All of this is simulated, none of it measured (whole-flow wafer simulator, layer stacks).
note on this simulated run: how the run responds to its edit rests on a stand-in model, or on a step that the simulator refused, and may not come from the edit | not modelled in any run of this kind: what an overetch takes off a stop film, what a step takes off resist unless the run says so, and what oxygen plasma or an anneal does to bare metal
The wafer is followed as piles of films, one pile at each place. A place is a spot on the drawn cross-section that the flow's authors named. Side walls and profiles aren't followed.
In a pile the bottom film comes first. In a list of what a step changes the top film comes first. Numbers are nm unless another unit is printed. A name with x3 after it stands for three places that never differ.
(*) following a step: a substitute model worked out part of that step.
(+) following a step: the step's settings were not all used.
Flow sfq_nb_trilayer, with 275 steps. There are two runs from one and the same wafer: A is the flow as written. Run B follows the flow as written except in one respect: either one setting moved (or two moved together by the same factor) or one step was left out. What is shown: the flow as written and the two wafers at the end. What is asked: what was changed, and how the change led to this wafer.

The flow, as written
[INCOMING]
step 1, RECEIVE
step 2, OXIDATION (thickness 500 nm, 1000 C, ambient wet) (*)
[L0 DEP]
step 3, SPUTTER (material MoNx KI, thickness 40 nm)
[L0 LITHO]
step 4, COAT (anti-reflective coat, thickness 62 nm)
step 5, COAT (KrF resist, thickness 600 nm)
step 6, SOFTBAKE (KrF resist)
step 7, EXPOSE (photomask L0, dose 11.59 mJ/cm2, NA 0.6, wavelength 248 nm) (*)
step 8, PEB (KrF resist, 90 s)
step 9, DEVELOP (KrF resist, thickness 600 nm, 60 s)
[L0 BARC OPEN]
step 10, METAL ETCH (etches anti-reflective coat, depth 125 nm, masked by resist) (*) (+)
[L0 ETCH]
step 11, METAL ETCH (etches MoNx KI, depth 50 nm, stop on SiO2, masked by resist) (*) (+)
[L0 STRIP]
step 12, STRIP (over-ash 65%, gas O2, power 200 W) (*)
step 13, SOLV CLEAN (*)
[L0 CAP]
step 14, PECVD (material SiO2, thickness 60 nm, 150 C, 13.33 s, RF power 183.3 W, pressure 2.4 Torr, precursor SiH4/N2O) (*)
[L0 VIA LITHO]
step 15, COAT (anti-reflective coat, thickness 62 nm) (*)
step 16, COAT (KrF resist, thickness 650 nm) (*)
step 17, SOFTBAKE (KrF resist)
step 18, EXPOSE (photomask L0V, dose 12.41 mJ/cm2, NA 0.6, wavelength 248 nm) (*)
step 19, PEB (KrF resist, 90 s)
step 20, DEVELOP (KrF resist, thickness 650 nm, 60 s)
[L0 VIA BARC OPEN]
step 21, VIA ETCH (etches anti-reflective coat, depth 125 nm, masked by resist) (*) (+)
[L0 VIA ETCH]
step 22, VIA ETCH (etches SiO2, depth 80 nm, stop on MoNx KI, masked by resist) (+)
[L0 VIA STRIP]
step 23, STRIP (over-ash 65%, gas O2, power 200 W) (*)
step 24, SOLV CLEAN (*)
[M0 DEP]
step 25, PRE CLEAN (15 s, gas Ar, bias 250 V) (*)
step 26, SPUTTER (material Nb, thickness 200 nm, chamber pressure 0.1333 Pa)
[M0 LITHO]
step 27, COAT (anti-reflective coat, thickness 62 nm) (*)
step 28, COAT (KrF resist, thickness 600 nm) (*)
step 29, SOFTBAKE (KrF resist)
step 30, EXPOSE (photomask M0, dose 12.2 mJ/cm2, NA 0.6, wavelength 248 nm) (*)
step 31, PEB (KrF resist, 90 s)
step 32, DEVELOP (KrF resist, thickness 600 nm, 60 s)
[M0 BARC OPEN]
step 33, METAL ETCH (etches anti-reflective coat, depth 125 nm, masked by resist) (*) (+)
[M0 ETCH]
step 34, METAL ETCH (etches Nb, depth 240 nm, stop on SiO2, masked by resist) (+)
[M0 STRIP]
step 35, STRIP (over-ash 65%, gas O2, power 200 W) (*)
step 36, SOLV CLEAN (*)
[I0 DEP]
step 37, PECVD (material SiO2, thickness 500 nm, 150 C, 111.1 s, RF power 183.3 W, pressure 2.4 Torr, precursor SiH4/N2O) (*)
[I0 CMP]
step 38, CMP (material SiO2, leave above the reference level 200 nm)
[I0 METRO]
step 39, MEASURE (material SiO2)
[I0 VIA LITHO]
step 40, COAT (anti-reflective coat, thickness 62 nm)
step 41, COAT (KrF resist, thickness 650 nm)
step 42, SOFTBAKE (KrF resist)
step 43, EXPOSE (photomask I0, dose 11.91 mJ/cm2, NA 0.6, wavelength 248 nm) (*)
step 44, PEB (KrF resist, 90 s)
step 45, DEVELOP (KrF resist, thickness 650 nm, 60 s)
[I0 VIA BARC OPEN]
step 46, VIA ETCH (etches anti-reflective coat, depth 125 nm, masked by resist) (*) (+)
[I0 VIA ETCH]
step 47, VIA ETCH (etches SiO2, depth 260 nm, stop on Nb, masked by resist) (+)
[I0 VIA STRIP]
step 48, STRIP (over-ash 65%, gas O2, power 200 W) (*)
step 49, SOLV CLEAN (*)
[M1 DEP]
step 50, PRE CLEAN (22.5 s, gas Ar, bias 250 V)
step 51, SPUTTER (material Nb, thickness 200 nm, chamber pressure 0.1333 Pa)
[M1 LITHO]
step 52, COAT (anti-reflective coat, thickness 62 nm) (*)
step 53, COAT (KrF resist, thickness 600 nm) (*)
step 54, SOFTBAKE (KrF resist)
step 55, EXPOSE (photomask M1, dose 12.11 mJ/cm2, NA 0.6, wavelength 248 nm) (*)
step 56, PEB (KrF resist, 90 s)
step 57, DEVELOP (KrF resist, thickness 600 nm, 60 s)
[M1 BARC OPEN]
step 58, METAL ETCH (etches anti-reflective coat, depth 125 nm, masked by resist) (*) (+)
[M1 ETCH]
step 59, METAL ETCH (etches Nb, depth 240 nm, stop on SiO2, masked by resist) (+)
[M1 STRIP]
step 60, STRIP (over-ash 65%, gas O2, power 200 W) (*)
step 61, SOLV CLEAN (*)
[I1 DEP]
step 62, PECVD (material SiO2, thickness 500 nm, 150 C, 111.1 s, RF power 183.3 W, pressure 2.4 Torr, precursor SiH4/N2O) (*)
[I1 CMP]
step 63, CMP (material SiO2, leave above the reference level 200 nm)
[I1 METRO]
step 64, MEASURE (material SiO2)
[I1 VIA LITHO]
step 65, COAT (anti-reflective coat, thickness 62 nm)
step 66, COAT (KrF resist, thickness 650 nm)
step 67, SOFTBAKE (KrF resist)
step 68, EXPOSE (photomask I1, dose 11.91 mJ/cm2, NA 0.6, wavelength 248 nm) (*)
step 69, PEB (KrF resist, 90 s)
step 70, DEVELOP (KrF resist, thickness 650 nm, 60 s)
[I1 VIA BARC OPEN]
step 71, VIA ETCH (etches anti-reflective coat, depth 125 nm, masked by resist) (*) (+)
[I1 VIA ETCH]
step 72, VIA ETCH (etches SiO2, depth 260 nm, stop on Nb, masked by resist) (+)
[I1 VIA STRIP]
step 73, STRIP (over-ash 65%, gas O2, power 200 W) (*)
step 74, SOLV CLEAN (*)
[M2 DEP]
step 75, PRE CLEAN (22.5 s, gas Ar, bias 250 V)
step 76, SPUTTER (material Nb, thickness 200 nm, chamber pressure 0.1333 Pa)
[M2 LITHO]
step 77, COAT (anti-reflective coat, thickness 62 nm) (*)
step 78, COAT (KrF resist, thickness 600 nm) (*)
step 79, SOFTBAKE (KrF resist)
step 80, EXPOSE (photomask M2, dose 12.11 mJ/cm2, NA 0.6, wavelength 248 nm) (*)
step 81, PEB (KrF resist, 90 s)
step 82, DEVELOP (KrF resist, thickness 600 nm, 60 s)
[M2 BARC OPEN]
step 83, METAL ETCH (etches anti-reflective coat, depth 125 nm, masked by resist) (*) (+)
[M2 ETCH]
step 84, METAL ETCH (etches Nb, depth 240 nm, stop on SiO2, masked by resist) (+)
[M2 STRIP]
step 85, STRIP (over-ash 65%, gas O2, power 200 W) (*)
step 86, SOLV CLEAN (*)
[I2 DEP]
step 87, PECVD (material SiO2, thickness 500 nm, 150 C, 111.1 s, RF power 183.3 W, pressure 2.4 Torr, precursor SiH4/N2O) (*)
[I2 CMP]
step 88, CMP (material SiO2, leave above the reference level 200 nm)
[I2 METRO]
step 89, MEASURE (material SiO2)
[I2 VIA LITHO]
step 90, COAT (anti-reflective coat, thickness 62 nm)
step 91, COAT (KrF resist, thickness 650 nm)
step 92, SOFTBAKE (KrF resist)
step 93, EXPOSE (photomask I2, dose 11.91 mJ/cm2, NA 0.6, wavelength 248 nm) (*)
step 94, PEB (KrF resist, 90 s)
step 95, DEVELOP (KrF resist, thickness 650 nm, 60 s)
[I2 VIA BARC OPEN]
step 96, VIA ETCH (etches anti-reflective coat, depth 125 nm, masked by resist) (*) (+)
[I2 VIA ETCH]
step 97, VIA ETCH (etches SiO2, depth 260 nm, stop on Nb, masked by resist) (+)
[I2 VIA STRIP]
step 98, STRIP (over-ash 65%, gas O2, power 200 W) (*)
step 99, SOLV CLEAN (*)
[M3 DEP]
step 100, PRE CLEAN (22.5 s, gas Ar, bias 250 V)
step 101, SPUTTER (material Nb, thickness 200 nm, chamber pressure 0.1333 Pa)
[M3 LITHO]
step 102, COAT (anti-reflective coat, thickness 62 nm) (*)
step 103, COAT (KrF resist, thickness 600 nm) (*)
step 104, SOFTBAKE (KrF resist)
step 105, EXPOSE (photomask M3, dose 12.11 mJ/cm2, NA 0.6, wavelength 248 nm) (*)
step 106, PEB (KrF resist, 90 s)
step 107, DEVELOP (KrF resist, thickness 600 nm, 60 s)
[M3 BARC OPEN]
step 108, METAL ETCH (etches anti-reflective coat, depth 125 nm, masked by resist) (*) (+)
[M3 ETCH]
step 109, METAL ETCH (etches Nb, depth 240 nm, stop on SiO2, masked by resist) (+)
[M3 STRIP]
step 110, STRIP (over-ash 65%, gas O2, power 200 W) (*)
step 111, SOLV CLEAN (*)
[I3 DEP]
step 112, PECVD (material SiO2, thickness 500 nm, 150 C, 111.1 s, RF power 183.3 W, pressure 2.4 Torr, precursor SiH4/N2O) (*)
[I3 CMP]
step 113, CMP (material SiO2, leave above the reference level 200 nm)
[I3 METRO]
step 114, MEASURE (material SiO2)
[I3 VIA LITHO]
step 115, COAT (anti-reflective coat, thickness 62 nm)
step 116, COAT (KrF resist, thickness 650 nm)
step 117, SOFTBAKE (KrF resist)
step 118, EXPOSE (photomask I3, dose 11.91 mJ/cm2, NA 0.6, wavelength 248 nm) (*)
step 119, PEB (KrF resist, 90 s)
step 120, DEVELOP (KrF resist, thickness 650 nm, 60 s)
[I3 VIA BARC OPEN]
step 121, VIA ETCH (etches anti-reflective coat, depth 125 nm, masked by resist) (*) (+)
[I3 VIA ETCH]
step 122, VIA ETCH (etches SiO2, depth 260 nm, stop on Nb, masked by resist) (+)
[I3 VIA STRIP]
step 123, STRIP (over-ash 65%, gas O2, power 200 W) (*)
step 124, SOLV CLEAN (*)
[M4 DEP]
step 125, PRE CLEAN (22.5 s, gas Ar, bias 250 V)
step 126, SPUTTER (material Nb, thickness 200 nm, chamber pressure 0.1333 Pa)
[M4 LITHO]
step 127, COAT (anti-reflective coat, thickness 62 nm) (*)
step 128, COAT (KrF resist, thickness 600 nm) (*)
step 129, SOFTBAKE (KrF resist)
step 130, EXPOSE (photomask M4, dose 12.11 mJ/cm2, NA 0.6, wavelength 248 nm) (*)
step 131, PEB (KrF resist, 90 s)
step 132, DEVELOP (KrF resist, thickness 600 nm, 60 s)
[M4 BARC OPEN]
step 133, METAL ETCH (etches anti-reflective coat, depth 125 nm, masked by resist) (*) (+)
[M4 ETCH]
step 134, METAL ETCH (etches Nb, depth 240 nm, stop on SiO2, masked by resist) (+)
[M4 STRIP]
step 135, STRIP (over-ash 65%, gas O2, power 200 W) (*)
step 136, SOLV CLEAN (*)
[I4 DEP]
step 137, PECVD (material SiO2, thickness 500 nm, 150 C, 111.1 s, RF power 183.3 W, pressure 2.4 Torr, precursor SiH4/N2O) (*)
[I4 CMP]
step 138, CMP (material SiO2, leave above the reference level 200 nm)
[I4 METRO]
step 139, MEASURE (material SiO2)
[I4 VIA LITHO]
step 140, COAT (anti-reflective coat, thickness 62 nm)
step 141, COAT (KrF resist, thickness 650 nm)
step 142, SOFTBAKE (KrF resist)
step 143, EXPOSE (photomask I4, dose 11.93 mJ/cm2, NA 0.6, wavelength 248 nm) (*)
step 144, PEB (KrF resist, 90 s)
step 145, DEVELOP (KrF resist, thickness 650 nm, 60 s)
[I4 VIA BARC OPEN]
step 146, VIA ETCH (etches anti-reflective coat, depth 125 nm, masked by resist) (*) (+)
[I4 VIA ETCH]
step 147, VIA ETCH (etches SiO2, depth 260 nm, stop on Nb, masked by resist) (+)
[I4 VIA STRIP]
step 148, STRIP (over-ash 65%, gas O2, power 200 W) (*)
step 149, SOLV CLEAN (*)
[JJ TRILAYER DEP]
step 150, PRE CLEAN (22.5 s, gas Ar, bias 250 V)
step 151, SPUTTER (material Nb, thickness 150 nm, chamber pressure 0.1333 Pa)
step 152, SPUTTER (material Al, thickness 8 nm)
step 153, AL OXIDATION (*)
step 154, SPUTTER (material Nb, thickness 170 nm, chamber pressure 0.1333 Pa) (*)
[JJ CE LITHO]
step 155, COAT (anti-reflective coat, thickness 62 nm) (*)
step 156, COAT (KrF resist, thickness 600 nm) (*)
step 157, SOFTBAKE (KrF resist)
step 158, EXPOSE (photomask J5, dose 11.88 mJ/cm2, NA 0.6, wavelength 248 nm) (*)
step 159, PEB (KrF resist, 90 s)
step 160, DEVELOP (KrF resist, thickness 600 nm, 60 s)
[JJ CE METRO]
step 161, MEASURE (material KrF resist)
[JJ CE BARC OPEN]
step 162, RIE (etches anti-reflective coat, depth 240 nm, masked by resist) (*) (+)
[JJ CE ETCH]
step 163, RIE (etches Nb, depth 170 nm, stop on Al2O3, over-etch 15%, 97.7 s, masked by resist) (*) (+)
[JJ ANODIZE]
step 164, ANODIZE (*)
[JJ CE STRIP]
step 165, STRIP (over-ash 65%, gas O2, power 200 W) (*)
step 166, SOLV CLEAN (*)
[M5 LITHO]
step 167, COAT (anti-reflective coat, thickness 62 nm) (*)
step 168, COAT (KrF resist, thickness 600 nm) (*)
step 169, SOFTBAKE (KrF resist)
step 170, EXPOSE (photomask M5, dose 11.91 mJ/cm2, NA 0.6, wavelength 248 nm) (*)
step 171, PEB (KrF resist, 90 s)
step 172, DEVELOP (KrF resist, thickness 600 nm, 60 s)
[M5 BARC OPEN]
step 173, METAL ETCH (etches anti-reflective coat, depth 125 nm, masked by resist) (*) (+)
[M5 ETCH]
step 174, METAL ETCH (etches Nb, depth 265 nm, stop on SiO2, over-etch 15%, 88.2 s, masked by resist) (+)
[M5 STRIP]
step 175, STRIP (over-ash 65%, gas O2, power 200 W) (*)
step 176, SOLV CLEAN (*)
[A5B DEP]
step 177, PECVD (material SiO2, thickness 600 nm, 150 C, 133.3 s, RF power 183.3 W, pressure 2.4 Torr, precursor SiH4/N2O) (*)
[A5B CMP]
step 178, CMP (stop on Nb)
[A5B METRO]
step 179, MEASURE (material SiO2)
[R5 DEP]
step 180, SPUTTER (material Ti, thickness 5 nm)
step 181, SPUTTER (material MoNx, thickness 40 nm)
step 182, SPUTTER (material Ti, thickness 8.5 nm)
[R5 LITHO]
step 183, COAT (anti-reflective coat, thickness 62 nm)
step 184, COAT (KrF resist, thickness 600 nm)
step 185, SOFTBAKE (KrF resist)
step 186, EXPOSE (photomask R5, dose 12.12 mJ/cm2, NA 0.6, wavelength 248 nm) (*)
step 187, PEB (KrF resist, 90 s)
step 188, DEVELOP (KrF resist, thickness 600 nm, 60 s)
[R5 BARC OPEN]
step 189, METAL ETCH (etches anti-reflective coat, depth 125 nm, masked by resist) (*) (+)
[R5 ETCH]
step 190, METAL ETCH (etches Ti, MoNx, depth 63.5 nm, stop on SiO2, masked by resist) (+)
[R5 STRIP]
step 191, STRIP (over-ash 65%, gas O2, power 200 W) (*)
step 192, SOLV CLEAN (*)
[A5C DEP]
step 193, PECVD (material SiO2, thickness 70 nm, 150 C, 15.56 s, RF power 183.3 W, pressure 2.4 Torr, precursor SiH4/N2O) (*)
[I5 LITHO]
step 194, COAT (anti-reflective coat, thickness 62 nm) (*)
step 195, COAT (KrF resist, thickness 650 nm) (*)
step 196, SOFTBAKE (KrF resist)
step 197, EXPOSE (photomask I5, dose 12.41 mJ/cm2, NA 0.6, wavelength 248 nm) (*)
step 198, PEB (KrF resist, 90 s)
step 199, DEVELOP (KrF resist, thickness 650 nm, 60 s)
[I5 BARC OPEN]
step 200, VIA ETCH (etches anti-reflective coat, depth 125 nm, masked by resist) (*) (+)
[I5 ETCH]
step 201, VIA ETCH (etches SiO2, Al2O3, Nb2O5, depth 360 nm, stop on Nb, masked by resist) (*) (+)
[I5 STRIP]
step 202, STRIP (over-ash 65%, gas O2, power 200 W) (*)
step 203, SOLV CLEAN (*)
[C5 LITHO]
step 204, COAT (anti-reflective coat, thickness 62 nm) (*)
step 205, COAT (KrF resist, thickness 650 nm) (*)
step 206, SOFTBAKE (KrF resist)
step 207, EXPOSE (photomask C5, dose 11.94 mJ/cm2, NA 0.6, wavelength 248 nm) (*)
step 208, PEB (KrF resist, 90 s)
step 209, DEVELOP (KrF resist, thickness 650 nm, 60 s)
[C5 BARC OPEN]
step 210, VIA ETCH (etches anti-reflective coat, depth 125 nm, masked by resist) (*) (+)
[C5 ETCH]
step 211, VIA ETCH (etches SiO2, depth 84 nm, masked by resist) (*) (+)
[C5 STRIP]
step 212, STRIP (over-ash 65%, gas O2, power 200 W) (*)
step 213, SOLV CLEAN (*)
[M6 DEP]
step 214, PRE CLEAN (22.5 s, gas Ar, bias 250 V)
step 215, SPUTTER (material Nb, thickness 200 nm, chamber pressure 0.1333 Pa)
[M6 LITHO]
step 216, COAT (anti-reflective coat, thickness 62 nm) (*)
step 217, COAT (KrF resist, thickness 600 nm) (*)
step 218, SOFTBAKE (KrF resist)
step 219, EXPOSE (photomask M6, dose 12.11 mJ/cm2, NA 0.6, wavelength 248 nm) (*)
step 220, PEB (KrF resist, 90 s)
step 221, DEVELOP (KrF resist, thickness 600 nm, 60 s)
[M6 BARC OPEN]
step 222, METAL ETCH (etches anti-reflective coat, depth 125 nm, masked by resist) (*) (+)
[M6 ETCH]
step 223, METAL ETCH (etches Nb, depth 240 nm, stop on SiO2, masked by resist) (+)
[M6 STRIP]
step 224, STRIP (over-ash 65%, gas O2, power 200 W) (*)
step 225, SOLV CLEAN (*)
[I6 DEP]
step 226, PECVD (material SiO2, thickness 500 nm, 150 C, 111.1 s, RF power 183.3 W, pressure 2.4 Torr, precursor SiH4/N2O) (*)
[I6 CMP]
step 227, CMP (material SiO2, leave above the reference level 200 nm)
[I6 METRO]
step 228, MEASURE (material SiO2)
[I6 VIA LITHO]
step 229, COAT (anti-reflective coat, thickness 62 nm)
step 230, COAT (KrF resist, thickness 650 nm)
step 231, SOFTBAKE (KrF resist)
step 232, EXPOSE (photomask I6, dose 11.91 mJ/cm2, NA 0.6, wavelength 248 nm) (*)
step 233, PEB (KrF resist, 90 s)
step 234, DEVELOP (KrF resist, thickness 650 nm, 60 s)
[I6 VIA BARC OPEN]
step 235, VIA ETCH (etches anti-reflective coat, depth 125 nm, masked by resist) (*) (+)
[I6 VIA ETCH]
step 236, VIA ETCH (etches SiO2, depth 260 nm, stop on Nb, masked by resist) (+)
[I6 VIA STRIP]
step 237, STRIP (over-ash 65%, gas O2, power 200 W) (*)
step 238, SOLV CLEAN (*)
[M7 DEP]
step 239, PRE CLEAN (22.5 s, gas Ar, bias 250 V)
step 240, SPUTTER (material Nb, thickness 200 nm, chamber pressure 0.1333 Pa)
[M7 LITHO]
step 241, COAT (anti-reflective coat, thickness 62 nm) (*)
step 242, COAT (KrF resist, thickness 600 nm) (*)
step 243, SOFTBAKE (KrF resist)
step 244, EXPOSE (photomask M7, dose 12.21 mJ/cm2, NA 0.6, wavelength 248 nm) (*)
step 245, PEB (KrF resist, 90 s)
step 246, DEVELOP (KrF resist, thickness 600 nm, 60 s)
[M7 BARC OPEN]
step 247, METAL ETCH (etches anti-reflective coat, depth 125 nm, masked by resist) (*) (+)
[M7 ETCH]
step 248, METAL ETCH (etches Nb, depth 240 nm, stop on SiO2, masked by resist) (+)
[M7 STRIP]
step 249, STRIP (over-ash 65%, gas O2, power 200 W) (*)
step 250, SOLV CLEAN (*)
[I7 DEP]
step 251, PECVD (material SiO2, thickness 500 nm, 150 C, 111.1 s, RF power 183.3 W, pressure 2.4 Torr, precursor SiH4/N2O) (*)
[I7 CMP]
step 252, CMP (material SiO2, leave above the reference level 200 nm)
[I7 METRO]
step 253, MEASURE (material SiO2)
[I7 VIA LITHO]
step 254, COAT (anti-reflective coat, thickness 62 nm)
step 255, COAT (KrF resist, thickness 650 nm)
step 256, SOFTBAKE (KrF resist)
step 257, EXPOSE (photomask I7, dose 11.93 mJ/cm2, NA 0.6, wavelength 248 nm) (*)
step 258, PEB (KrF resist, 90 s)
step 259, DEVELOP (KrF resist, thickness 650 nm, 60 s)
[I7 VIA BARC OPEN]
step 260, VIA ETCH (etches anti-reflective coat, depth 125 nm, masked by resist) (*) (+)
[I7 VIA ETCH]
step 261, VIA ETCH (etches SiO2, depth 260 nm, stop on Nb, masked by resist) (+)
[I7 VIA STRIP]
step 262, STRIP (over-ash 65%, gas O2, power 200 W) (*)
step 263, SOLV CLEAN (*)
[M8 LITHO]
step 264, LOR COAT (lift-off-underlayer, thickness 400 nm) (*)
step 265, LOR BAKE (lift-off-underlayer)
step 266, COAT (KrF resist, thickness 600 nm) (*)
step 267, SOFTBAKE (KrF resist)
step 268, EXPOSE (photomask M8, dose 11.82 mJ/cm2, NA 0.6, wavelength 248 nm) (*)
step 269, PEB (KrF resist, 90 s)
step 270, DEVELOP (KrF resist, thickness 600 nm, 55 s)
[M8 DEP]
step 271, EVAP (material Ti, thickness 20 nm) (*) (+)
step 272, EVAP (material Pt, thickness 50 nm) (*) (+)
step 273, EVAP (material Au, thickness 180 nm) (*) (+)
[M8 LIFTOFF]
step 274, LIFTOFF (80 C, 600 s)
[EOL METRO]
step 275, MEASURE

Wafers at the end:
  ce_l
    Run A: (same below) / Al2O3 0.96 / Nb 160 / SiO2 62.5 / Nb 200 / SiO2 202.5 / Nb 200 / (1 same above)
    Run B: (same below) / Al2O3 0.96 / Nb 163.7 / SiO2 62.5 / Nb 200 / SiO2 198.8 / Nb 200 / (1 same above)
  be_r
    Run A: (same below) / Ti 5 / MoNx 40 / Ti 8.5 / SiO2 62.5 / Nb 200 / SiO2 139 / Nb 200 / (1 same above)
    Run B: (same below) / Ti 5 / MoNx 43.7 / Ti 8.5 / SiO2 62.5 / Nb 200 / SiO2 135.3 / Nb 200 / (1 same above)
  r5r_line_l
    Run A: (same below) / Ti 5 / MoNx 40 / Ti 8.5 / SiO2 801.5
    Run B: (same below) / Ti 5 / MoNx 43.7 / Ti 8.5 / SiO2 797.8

The reason: step 181, SPUTTER: thickness 43.7 nm was run, whereas the flow has thickness 40 nm.
One can read it off the wafer: be_r has MoNx 43.7, and step 181 as written asks for 40 nm.

How this came from the change, step by step:
  step 181, SPUTTER (material MoNx, thickness 40 nm)
      field_l, v_sur, via_wl and 103 more: A +40 MoNx (new film) | B +43.7 MoNx (new film)
  step 190, METAL ETCH (etches Ti, MoNx, depth 63.5 nm, stop on SiO2, masked by resist) (+)
      field_l, v_sur, via_wl and 92 more: A -8.5 Ti (all of it), -40 MoNx (all of it), -5 Ti (all of it) | B -8.5 Ti (all of it), -43.7 MoNx (all of it), -5 Ti (all of it)
      ce_l, c5j, ce_r, wl_jj: A -8.5 Ti (all of it), -40 MoNx (all of it), -5 Ti (all of it), -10 Nb | B -8.5 Ti (all of it), -43.7 MoNx (all of it), -5 Ti (all of it), -6.3 Nb
  step 194, COAT (anti-reflective coat, thickness 62 nm) (*)
      ce_l: A +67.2 anti-reflective coat (new film) | B +65.5 anti-reflective coat (new film)
      ce_r: A +68.1 anti-reflective coat (new film) | B +66.3 anti-reflective coat (new film)
  step 202, STRIP (over-ash 65%, gas O2, power 200 W) (*)
      ce_l: A -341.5 KrF resist (all of it), -67.2 anti-reflective coat (all of it) | B -340.5 KrF resist (all of it), -65.5 anti-reflective coat (all of it)
      ce_r: A -346.1 KrF resist (all of it), -68.1 anti-reflective coat (all of it) | B -345.6 KrF resist (all of it), -66.3 anti-reflective coat (all of it)
  step 204, COAT (anti-reflective coat, thickness 62 nm) (*)
      ce_l: A +66 anti-reflective coat (new film) | B +64.4 anti-reflective coat (new film)
      ce_r: A +67.2 anti-reflective coat (new film) | B +65.5 anti-reflective coat (new film)
      (also at 1 further place)
  step 212, STRIP (over-ash 65%, gas O2, power 200 W) (*)
      ce_l: A -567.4 KrF resist (all of it), -66 anti-reflective coat (all of it) | B -566.7 KrF resist (all of it), -64.4 anti-reflective coat (all of it)
      ce_r: A -573.7 KrF resist (all of it), -67.2 anti-reflective coat (all of it) | B -573.5 KrF resist (all of it), -65.5 anti-reflective coat (all of it)
      (also at 1 further place)
  step 216, COAT (anti-reflective coat, thickness 62 nm) (*)
      r5r_spacepad_l, r5r_spacepad_r: A +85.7 anti-reflective coat (new film) | B +87.5 anti-reflective coat (new film)
      ce_l: A +48 anti-reflective coat (new film) | B +46.9 anti-reflective coat (new film)
      (also at 2 further places)
  step 222, METAL ETCH (etches anti-reflective coat, depth 125 nm, masked by resist) (*) (+)
      r5r_spacepad_l, r5r_spacepad_r: A -85.7 anti-reflective coat (all of it) | B -87.5 anti-reflective coat (all of it)
  step 224, STRIP (over-ash 65%, gas O2, power 200 W) (*)
      ce_l: A -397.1 KrF resist (all of it), -48 anti-reflective coat (all of it) | B -395.7 KrF resist (all of it), -46.9 anti-reflective coat (all of it)
      ce_r: A -403.5 KrF resist (all of it), -48.8 anti-reflective coat (all of it) | B -402.6 KrF resist (all of it), -47.6 anti-reflective coat (all of it)
      (also at 1 further place)
  step 227, CMP (material SiO2, leave above the reference level 200 nm)
      r5r_line_l, r5r_spacepad_l, r5r_spacepad_r, r5r_line_c, r5r_line_r: A -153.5 SiO2 | B -157.2 SiO2
